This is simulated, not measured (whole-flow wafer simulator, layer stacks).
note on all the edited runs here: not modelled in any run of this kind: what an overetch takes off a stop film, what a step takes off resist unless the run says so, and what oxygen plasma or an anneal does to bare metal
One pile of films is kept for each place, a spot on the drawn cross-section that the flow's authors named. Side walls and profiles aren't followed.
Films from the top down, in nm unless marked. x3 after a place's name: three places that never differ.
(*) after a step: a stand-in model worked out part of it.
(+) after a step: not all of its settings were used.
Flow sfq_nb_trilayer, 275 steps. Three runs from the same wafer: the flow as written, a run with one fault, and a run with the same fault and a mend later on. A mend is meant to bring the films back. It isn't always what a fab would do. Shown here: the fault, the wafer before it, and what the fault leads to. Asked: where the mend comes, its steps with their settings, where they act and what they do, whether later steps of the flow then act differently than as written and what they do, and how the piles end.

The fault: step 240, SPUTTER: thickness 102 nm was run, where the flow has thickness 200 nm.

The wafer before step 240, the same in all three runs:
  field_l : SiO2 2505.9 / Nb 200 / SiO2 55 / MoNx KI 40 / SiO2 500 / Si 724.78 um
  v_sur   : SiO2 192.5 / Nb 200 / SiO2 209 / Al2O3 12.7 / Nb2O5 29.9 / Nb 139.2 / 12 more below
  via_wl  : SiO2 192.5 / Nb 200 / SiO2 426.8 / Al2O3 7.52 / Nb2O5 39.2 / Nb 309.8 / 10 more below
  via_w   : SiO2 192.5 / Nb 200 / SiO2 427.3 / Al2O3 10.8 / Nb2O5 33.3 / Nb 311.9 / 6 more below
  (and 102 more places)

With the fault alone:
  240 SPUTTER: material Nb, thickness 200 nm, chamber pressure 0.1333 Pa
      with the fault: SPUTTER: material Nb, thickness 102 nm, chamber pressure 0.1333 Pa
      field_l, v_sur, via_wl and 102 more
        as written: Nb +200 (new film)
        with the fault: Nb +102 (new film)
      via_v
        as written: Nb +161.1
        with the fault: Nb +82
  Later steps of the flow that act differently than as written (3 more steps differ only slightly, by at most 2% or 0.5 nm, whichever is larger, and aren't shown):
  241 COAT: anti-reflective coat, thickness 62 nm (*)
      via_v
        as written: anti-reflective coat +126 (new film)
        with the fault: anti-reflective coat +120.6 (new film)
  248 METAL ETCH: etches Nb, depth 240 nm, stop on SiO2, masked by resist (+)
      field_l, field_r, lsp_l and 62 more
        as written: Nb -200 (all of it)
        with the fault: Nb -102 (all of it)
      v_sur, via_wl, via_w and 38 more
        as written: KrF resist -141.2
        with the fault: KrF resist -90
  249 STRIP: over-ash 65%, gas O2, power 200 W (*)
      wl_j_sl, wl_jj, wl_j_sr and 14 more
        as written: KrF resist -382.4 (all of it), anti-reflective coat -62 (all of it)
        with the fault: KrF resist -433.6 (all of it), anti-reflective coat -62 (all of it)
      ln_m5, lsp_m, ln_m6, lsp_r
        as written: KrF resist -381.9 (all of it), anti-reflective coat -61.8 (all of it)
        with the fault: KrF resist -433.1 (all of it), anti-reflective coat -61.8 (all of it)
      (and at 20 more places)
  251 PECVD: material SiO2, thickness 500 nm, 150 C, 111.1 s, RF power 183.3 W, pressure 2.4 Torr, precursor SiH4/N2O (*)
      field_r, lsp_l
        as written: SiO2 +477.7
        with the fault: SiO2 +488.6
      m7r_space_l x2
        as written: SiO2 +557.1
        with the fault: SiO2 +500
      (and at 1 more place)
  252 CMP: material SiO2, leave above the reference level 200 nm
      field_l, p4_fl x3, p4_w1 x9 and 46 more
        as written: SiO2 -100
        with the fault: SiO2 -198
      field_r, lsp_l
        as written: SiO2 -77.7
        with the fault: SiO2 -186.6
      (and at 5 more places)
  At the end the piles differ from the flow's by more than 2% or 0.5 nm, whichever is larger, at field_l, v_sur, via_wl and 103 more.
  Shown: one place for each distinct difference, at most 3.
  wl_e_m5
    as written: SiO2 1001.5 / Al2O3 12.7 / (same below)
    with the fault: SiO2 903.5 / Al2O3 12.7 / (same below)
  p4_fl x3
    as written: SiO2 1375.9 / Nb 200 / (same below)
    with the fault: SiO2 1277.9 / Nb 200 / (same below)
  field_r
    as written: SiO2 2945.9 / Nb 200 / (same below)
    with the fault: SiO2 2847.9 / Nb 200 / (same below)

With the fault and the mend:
  The mend comes after step 240.
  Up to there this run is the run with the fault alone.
  240a SPUTTER: material Nb, thickness 98 nm, chamber pressure 0.1333 Pa (the flow's step 240 once more, with other settings)
      field_l, v_sur, via_wl and 102 more
        Nb +98
      via_v
        Nb +76.3
  No later step of the flow acts differently than as written, at any place that is followed, by more than 2% or 0.5 nm, whichever is larger.
  At the end the piles differ from the flow's only slightly at the places that both follow, by at most 2% or 0.5 nm, whichever is larger.
